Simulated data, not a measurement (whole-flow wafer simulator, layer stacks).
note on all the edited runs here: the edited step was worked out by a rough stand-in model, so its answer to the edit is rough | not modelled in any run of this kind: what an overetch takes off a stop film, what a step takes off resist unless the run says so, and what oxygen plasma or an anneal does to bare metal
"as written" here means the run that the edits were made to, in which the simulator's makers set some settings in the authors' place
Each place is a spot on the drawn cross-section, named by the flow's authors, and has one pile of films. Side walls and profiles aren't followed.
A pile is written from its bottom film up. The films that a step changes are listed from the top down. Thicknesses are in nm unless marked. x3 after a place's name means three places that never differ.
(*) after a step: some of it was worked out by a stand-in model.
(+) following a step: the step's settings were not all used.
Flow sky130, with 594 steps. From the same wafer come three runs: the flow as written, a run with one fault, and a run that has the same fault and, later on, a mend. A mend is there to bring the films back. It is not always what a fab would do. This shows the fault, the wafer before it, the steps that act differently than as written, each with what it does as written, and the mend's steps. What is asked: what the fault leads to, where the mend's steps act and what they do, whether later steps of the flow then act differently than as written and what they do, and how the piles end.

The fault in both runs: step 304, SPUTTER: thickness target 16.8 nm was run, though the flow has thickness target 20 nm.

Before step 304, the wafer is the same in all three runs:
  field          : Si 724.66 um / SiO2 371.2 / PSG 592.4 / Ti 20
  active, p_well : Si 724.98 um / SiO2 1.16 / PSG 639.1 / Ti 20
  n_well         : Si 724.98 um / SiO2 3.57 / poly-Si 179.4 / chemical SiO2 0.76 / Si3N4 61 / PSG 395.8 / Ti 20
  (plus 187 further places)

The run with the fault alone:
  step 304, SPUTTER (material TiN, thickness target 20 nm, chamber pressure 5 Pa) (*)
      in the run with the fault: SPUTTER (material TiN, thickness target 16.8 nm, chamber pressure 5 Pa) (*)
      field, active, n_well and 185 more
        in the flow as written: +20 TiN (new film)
        in the run with the fault: +16.8 TiN (new film)
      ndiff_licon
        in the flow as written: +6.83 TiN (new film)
        in the run with the fault: +5.77 TiN (new film)
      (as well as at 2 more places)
  Steps later in the flow that act otherwise than as written (not shown: 7 more steps that differ only slightly, by at most 2% or 0.5 nm, whichever is larger):
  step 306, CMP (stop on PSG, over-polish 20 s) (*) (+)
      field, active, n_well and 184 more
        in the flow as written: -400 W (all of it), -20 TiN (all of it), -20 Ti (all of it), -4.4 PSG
        in the run with the fault: -400 W (all of it), -16.8 TiN (all of it), -20 Ti (all of it), -4.4 PSG
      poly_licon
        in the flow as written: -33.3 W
        in the run with the fault: -30.1 W
  By the end, the piles at poly_licon, ndiff_licon, ndiff_licon_cpp, rpo_hd_licon depart from the flow's by more than 2% or 0.5 nm, whichever is larger.
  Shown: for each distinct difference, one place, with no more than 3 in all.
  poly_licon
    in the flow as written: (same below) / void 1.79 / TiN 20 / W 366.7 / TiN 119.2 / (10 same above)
    in the run with the fault: (same below) / void 1.79 / TiN 16.8 / W 369.9 / TiN 119.2 / (10 same above)
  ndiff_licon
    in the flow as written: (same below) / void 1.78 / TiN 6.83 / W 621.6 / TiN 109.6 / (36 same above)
    in the run with the fault: (same below) / void 1.78 / TiN 5.77 / W 622.7 / TiN 109.6 / (36 same above)
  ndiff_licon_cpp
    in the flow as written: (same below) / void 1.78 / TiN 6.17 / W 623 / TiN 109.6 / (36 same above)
    in the run with the fault: (same below) / void 1.78 / TiN 5.21 / W 624 / TiN 109.6 / (36 same above)

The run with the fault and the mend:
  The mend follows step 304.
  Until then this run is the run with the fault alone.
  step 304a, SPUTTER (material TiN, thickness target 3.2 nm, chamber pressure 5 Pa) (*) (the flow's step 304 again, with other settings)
      field, active, n_well and 185 more
        +3.2 TiN
      ndiff_licon
        +1.06 TiN
      ndiff_licon_cpp
        +0.96 TiN
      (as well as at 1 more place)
  Later steps of the flow that are run all act as written at every place that is followed, up to a difference of at most 2% or 0.5 nm, whichever is larger.
  When the end is reached, the piles differ only a little from the flow's at the places that both follow, at most by 2% or 0.5 nm, whichever is larger.
